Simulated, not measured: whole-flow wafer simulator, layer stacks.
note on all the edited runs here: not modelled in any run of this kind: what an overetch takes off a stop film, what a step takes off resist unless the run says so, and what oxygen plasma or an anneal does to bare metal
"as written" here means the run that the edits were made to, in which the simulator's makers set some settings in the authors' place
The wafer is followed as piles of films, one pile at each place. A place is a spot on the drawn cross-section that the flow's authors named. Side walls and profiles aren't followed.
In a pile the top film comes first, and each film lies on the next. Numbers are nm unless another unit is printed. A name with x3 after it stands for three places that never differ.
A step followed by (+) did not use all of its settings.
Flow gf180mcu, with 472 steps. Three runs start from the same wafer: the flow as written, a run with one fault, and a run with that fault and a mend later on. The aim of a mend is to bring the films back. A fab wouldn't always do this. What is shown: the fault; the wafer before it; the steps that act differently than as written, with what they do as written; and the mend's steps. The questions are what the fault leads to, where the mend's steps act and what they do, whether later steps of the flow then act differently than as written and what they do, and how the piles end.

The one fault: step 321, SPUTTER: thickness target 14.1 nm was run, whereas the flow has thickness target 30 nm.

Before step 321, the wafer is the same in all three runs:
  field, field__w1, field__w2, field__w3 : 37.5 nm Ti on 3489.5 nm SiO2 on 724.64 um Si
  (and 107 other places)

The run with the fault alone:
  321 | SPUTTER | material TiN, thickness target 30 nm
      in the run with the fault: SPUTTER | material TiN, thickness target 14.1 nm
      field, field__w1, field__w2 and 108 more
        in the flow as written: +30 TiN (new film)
        in the run with the fault: +14.1 TiN (new film)
  Steps later in the flow that act otherwise than as written:
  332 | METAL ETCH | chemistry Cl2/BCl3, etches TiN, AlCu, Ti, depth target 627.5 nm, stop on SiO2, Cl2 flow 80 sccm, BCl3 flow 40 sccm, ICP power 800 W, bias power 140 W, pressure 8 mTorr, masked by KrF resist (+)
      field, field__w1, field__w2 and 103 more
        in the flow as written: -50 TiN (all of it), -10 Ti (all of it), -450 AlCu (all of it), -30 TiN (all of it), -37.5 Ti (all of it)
        in the run with the fault: -50 TiN (all of it), -10 Ti (all of it), -450 AlCu (all of it), -14.1 TiN (all of it), -37.5 Ti (all of it)
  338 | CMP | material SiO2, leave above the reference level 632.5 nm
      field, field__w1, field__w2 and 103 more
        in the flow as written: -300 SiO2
        in the run with the fault: -315.9 SiO2
  The piles end different from the flow's at field__w8, contact, m1, m1__w1, m1_nw by more than 2% or 0.5 nm, whichever is larger.
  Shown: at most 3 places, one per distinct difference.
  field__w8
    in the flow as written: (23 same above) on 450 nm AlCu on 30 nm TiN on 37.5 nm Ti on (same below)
    in the run with the fault: (23 same above) on 450 nm AlCu on 14.1 nm TiN on 37.5 nm Ti on (same below)
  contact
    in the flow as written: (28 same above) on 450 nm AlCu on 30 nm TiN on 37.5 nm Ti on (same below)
    in the run with the fault: (28 same above) on 450 nm AlCu on 14.1 nm TiN on 37.5 nm Ti on (same below)

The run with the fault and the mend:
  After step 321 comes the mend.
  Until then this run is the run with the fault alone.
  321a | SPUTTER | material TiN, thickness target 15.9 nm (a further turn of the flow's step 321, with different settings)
      field, field__w1, field__w2 and 108 more
        +15.9 TiN
  Later steps of the flow that are run all act as written at every place that is followed.
  At every place that both follow, the piles at the end match the flow's.
